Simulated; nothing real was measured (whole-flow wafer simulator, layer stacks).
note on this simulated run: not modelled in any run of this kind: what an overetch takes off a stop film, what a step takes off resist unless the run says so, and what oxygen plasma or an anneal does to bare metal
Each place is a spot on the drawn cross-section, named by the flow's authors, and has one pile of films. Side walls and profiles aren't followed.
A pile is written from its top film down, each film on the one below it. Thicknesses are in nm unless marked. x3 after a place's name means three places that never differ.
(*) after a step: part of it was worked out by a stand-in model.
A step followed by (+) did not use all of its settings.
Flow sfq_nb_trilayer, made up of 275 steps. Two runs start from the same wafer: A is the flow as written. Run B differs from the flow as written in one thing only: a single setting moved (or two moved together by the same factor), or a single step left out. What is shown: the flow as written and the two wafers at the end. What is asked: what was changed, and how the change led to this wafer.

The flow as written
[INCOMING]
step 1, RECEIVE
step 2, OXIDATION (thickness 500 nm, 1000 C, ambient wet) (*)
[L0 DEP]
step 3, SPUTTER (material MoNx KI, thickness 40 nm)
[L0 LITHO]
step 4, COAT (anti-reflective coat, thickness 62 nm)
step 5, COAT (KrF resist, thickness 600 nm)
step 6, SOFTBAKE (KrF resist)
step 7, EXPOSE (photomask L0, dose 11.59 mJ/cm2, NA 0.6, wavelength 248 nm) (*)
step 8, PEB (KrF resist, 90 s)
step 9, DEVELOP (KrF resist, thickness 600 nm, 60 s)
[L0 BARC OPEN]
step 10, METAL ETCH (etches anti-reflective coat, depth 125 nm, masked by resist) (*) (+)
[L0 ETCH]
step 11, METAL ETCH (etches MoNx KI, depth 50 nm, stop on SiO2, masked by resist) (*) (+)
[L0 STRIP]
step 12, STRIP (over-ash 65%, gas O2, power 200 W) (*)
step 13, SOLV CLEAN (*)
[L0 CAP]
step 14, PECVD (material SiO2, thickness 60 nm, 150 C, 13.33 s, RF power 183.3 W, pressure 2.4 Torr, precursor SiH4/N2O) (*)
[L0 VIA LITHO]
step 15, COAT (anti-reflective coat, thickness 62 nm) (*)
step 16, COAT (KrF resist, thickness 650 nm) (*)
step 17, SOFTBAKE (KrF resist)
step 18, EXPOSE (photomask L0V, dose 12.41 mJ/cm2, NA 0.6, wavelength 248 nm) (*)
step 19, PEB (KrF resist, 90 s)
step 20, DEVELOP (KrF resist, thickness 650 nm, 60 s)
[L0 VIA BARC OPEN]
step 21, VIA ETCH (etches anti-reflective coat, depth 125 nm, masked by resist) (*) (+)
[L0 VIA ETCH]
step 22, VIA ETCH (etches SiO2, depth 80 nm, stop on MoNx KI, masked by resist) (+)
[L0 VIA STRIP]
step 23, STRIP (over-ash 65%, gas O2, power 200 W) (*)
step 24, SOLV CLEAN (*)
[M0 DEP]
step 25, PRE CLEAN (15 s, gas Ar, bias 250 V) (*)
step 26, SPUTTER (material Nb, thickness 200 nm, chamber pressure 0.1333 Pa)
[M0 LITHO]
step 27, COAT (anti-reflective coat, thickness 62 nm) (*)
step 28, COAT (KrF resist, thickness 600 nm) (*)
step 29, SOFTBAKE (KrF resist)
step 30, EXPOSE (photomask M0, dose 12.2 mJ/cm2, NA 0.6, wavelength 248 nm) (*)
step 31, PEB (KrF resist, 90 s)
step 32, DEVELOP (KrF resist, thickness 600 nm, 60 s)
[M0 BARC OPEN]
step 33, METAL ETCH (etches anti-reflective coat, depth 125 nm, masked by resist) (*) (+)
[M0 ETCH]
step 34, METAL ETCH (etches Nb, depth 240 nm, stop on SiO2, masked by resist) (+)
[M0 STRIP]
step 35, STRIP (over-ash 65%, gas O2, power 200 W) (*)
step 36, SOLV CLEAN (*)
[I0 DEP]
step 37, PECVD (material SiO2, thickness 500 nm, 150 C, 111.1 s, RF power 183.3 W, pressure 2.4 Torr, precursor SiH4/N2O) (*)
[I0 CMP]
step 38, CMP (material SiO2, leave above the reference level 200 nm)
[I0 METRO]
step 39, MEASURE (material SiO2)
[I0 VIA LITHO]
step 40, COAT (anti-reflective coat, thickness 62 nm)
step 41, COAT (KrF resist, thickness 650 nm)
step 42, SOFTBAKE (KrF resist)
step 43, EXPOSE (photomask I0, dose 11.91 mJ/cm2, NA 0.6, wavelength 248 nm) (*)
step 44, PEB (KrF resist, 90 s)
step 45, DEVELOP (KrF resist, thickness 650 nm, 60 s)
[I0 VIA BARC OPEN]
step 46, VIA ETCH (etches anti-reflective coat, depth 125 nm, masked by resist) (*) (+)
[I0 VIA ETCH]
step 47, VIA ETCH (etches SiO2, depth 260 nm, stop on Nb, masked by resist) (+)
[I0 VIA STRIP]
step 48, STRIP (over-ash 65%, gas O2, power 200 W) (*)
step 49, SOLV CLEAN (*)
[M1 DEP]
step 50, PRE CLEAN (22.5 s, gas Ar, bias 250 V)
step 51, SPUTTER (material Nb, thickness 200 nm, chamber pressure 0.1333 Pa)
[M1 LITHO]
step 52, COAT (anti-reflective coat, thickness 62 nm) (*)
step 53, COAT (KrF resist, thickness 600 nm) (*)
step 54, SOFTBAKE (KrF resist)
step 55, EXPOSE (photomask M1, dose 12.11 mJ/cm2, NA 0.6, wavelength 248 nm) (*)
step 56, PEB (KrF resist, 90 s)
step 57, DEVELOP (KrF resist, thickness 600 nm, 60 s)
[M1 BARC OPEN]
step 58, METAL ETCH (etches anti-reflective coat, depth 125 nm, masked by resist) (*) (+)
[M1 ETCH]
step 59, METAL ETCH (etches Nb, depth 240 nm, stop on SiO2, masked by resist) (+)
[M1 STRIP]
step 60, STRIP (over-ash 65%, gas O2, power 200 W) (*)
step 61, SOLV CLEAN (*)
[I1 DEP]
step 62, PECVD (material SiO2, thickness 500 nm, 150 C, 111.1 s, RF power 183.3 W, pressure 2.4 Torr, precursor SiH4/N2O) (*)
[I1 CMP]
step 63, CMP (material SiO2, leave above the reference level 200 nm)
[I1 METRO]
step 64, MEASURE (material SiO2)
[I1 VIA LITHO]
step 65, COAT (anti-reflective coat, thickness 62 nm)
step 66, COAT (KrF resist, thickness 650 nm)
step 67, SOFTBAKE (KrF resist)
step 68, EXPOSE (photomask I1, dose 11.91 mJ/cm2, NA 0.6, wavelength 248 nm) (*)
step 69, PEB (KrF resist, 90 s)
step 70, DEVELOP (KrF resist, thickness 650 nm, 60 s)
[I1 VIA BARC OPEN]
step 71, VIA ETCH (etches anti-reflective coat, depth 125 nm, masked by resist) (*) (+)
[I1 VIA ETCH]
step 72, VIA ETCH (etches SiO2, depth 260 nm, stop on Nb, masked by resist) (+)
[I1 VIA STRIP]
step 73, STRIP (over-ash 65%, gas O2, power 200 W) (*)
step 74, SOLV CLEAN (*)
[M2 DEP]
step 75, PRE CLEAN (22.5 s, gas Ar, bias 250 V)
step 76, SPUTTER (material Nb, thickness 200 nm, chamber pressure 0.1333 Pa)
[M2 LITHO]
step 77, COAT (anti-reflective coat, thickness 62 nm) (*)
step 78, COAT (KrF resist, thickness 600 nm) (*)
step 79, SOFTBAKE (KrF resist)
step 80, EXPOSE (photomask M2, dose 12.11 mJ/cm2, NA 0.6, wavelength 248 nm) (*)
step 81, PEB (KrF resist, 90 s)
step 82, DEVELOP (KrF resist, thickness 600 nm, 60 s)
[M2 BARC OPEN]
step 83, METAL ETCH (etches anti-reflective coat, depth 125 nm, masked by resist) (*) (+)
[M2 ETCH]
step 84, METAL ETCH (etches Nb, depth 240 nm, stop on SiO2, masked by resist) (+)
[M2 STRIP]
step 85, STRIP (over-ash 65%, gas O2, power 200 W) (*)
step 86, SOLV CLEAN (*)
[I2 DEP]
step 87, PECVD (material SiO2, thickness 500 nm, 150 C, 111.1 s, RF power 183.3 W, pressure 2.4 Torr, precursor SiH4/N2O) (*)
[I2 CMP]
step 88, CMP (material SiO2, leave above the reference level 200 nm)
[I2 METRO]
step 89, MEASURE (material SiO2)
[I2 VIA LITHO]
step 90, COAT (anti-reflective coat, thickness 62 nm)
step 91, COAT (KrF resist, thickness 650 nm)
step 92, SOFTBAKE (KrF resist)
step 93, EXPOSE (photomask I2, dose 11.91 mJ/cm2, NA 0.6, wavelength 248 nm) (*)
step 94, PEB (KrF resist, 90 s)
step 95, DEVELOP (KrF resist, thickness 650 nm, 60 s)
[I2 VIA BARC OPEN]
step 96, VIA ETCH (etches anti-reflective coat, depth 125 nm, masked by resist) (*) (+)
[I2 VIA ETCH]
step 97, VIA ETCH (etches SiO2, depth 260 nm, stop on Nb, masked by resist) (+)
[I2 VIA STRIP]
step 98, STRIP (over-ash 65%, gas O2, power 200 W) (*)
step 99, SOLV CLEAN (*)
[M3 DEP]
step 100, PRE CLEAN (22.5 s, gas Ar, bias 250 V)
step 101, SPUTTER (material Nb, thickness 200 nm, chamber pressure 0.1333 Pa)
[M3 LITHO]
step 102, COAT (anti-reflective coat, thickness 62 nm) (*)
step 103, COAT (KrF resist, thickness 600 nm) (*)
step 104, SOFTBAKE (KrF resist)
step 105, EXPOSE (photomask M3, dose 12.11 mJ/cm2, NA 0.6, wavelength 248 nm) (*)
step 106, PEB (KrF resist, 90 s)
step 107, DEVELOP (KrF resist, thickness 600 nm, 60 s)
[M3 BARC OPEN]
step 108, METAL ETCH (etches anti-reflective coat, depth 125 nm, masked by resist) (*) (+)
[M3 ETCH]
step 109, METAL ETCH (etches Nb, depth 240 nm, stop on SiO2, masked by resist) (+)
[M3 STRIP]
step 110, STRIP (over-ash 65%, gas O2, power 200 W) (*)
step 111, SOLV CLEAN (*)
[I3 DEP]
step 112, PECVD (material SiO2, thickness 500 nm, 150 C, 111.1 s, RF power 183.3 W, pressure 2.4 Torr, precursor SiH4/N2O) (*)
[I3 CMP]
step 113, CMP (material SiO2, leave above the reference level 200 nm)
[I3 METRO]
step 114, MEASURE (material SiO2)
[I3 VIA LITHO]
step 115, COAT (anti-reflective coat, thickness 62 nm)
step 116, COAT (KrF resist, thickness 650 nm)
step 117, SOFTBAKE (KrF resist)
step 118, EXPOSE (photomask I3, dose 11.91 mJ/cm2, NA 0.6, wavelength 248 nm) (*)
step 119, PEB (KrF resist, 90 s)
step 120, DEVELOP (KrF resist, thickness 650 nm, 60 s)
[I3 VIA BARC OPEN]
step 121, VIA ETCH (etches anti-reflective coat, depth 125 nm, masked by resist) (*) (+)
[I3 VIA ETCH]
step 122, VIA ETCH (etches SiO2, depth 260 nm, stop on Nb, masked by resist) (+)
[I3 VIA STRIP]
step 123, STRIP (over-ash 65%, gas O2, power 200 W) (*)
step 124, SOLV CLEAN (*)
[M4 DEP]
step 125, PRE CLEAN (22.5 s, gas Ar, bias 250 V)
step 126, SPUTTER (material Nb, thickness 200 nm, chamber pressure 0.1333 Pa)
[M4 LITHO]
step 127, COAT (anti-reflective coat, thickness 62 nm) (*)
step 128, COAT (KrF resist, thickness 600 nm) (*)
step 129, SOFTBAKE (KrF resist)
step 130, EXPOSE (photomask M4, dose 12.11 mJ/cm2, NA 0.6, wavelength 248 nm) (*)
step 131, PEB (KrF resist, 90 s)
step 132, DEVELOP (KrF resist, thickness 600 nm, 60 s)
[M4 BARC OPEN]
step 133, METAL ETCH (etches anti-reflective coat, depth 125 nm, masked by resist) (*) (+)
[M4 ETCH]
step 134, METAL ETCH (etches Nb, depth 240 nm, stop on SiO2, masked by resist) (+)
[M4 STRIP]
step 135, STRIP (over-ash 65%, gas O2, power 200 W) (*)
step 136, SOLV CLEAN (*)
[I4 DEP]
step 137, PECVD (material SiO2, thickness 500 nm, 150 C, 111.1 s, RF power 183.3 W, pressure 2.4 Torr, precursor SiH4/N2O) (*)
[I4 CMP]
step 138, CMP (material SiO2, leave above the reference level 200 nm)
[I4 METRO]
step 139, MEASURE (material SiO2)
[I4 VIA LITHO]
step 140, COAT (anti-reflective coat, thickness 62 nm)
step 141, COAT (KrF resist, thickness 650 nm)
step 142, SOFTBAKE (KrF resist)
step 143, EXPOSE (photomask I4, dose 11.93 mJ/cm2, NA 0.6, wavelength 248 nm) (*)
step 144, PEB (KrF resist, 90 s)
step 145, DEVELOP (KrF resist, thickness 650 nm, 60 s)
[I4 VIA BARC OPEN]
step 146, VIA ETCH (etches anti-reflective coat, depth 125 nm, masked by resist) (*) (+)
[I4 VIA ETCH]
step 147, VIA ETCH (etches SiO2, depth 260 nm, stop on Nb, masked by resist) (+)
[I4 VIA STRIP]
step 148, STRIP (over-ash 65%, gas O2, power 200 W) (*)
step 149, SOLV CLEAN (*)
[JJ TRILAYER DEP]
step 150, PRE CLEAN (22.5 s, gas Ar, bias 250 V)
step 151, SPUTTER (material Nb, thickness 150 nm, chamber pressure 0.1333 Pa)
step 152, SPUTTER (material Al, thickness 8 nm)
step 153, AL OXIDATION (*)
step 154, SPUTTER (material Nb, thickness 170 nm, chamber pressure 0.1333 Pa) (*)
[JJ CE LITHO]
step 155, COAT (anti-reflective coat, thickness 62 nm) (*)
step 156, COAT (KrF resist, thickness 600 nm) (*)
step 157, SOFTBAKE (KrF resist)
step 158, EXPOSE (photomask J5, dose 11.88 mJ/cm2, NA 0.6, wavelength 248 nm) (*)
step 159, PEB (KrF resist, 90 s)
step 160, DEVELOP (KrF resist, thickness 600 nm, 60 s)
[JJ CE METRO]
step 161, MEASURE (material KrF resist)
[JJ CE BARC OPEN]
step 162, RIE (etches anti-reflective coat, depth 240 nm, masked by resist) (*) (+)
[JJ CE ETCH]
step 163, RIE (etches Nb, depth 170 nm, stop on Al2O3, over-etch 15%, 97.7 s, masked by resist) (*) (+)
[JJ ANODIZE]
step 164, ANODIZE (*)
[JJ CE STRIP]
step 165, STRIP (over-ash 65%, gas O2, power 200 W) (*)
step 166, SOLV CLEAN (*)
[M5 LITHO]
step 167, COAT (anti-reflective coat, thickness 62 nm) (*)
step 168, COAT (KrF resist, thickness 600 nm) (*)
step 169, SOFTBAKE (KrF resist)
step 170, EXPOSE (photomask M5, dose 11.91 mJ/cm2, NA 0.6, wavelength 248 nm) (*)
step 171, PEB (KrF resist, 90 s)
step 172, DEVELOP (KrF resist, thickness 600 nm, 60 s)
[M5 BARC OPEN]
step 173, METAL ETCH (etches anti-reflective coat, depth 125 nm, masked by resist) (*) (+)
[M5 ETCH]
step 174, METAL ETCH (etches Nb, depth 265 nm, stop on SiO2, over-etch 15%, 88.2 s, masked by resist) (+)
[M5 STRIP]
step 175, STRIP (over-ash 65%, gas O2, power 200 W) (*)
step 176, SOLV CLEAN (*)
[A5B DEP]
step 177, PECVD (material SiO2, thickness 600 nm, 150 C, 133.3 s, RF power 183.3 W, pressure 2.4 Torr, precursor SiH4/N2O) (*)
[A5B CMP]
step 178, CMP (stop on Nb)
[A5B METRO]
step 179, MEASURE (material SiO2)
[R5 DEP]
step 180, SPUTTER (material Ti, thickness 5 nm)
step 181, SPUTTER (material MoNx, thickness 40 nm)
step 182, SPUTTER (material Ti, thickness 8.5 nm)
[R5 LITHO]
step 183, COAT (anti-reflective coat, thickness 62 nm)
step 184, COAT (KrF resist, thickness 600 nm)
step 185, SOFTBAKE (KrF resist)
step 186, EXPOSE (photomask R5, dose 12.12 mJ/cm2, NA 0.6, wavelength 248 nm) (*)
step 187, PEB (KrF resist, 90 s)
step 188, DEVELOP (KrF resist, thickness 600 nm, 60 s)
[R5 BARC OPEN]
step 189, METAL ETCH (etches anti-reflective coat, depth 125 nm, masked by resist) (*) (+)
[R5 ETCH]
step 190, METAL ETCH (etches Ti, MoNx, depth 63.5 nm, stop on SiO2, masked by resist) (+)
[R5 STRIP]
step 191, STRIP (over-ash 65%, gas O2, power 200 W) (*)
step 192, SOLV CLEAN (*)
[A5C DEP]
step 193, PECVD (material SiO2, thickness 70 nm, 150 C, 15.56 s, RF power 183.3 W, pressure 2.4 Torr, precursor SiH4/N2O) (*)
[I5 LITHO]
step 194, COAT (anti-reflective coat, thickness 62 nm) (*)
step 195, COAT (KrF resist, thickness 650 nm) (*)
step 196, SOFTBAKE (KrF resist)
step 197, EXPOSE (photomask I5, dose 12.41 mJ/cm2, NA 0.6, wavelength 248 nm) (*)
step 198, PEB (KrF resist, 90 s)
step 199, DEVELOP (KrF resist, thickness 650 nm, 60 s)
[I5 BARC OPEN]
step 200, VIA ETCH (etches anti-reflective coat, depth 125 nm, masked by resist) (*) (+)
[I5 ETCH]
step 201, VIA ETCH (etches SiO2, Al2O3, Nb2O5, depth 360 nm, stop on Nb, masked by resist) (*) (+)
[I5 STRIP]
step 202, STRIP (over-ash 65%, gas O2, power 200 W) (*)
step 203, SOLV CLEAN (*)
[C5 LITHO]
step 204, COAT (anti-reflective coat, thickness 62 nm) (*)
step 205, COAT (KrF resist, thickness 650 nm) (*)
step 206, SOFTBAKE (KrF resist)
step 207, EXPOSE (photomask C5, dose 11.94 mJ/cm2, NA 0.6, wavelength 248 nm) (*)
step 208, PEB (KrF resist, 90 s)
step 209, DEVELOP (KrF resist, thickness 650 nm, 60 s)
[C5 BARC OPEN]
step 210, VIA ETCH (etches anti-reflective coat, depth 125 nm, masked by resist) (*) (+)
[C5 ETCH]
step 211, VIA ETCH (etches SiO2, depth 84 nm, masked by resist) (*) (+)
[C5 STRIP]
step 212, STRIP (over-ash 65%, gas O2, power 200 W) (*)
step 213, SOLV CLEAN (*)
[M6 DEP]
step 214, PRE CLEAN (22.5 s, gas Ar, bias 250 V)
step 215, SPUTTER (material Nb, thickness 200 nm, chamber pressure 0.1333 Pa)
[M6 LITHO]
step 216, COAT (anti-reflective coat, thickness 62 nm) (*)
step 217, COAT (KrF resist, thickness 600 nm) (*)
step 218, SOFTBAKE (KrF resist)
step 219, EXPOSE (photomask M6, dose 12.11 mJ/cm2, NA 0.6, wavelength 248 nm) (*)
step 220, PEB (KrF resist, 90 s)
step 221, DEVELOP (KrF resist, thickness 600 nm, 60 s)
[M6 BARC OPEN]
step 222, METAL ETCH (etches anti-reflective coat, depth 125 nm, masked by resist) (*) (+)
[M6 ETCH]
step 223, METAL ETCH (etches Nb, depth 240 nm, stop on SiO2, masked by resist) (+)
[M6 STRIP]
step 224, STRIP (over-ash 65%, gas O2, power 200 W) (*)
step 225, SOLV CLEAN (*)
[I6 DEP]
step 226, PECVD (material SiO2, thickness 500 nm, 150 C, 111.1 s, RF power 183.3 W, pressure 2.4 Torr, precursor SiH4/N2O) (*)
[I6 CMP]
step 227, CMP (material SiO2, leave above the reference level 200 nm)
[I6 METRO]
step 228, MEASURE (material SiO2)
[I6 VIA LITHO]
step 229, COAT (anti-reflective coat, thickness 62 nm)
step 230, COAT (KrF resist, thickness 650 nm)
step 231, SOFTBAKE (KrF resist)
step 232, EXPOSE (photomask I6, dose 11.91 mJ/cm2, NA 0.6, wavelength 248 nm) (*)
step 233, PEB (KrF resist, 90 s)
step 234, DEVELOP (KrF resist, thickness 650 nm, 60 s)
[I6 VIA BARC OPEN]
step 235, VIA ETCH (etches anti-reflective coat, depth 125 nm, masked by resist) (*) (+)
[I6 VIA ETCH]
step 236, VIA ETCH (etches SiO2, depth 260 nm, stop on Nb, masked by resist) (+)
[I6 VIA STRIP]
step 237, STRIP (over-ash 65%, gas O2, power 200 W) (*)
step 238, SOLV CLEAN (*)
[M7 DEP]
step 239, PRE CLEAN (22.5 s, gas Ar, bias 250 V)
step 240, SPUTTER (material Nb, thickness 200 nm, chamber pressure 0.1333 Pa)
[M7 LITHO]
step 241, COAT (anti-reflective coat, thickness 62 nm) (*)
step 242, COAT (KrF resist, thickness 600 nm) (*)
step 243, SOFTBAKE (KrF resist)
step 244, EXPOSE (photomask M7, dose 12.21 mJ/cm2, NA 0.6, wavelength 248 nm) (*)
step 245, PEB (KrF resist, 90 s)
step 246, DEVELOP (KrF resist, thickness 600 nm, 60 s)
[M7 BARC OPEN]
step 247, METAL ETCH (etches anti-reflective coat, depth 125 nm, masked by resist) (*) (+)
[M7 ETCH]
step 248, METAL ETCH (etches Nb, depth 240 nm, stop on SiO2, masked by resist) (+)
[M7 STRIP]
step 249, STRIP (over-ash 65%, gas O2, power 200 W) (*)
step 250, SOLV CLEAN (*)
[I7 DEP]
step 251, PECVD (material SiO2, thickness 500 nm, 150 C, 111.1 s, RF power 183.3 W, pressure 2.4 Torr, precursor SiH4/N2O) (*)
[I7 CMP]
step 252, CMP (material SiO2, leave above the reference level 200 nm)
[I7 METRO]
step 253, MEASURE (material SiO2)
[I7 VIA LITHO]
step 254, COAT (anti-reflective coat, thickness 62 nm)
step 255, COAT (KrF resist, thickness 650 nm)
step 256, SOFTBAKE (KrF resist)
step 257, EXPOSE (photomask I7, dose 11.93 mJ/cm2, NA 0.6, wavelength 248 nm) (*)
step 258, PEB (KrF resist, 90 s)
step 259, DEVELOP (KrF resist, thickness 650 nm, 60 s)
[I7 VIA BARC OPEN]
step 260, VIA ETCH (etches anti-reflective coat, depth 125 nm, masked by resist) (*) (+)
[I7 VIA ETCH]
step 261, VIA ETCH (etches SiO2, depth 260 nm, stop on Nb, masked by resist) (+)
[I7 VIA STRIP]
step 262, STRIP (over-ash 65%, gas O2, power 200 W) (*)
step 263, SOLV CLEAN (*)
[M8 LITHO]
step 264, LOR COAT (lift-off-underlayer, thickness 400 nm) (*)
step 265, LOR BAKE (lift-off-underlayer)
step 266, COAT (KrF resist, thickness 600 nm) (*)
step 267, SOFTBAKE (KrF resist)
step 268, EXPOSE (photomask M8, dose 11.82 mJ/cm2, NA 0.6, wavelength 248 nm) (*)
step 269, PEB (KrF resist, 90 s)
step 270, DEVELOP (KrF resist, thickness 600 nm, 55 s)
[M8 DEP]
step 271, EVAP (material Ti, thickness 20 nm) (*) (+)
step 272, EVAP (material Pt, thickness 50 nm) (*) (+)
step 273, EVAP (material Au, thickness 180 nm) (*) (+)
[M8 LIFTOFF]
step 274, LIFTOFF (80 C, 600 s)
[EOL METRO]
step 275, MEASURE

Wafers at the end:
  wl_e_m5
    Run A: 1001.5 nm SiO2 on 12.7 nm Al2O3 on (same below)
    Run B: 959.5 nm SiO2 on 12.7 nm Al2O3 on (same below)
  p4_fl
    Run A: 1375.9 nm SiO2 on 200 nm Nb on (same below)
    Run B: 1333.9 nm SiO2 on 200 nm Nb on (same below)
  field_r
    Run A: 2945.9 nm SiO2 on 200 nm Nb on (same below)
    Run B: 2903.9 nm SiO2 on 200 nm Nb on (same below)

The reason: step 227, CMP: leave above the reference level 158 nm was run, whereas the flow has leave above the reference level 200 nm.

The path from the change to this, step by step:
  step 227, CMP (material SiO2, leave above the reference level 200 nm)
      field_l, p4_fl, p4_fm and 59 more: A -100 SiO2 | B -142 SiO2
      v_sur, via_wl, via_w and 15 more: A -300 SiO2 | B -342 SiO2
      (as well as at 26 more places)
  step 236, VIA ETCH (etches SiO2, depth 260 nm, stop on Nb, masked by resist) (+)
      field_l, v_sur, via_wl and 102 more: A -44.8 KrF resist | B -40.8 KrF resist
      via_v: A -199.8 SiO2 (all of it) | B -157.8 SiO2 (all of it)
  step 240, SPUTTER (material Nb, thickness 200 nm, chamber pressure 0.1333 Pa)
      via_v: A +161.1 Nb | B +171.3 Nb
  step 241, COAT (anti-reflective coat, thickness 62 nm) (*)
      via_v: A +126 anti-reflective coat (new film) | B +115.1 anti-reflective coat (new film)
  step 242, COAT (KrF resist, thickness 600 nm) (*)
      via_v: A +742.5 KrF resist (new film) | B +708 KrF resist (new film)
  step 249, STRIP (over-ash 65%, gas O2, power 200 W) (*)
      via_v: A -524.5 KrF resist (all of it), -126 anti-reflective coat (all of it) | B -490.1 KrF resist (all of it), -115.1 anti-reflective coat (all of it)
  step 251, PECVD (material SiO2, thickness 500 nm, 150 C, 111.1 s, RF power 183.3 W, pressure 2.4 Torr, precursor SiH4/N2O) (*)
      via_v: A +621 SiO2 (new film) | B +542.8 SiO2 (new film)
  step 252, CMP (material SiO2, leave above the reference level 200 nm)
      via_v: A -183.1 SiO2 | B -157.1 SiO2
